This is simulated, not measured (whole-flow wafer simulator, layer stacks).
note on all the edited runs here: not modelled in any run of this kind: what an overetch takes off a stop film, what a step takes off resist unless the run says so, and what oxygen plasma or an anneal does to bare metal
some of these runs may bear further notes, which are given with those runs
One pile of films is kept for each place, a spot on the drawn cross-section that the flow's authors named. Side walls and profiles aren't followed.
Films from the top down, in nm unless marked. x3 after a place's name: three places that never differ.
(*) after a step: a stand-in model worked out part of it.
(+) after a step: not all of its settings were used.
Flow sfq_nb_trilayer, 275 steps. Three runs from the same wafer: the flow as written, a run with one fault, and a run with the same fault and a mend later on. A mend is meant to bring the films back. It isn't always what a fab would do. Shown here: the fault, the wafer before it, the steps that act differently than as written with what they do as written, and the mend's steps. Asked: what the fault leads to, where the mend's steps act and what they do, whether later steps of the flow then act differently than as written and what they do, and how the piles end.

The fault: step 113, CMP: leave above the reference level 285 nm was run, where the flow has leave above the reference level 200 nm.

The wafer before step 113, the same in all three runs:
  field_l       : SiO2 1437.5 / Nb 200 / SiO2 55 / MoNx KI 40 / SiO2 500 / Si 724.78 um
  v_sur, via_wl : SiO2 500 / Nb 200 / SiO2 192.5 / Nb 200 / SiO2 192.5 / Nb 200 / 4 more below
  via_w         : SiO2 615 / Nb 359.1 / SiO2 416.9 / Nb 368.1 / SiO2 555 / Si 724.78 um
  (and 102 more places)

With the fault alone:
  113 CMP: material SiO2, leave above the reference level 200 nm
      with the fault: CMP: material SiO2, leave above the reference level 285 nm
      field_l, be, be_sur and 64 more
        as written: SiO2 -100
        with the fault: SiO2 -15
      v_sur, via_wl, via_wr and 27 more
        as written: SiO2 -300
        with the fault: SiO2 -215
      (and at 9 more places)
  Later steps of the flow that act differently than as written (4 more steps differ only slightly, by at most 2% or 0.5 nm, whichever is larger, and aren't shown):
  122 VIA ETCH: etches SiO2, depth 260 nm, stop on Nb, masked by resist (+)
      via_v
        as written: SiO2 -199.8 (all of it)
        with the fault: SiO2 -260
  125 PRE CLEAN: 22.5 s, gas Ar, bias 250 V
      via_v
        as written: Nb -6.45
        with the fault: SiO2 -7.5
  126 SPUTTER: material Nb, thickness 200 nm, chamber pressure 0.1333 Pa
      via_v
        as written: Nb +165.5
        with the fault: Nb +152.6 (new film)
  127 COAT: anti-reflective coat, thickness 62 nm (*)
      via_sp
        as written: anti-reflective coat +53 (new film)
        with the fault: anti-reflective coat +50.1 (new film)
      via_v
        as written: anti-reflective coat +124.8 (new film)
        with the fault: anti-reflective coat +128.6 (new film)
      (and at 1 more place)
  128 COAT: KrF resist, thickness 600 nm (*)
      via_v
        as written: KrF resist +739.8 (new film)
        with the fault: KrF resist +797.5 (new film)
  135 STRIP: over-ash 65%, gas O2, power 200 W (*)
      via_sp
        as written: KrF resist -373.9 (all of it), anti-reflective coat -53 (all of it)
        with the fault: KrF resist -369.8 (all of it), anti-reflective coat -50.1 (all of it)
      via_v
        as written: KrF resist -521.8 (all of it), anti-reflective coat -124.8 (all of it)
        with the fault: KrF resist -579.3 (all of it), anti-reflective coat -128.6 (all of it)
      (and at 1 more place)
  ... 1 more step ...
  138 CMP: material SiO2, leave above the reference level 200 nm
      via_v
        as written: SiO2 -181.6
        with the fault: SiO2 -157.1
  At the end the piles differ from the flow's by more than 2% or 0.5 nm, whichever is larger, at field_l, v_sur, via_wl and 103 more.
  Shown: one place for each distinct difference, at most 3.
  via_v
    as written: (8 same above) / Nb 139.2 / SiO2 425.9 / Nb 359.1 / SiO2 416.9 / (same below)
    with the fault: (8 same above) / Nb 139.2 / SiO2 500.1 / Nb 152.6 / SiO2 17.3 / Nb 200 / SiO2 416.9 / (same below)
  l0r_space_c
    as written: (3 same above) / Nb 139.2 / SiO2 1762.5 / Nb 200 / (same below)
    with the fault: (3 same above) / Nb 139.2 / SiO2 1847.5 / Nb 200 / (same below)
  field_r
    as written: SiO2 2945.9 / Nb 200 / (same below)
    with the fault: SiO2 3030.9 / Nb 200 / (same below)

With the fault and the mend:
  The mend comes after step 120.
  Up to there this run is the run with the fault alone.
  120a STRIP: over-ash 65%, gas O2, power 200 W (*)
      field_l, v_sur, via_wl and 102 more
        KrF resist -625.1 (all of it), anti-reflective coat -62 (all of it)
      via_v
        anti-reflective coat -62 (all of it)
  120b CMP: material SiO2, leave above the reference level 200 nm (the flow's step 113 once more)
      field_l, v_sur, via_wl and 103 more
        SiO2 -85
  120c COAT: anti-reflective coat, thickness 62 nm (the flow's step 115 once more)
      field_l, v_sur, via_wl and 103 more
        anti-reflective coat +62 (new film)
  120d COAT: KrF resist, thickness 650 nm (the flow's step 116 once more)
      field_l, v_sur, via_wl and 103 more
        KrF resist +650 (new film)
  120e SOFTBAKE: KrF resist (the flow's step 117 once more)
      changes no film at any place that is followed
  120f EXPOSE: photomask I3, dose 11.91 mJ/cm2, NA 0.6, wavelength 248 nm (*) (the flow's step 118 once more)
      changes no film at any place that is followed
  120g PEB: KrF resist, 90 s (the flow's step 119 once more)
      field_l, v_sur, via_wl and 103 more
        KrF resist -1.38
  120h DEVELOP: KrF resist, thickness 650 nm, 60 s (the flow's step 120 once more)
      field_l, v_sur, via_wl and 102 more
        KrF resist -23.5
      via_v
        KrF resist -648.6 (all of it)
  No later step of the flow acts differently than as written at any place that is followed.
  At the end the piles are the same as the flow's at every place that both follow.
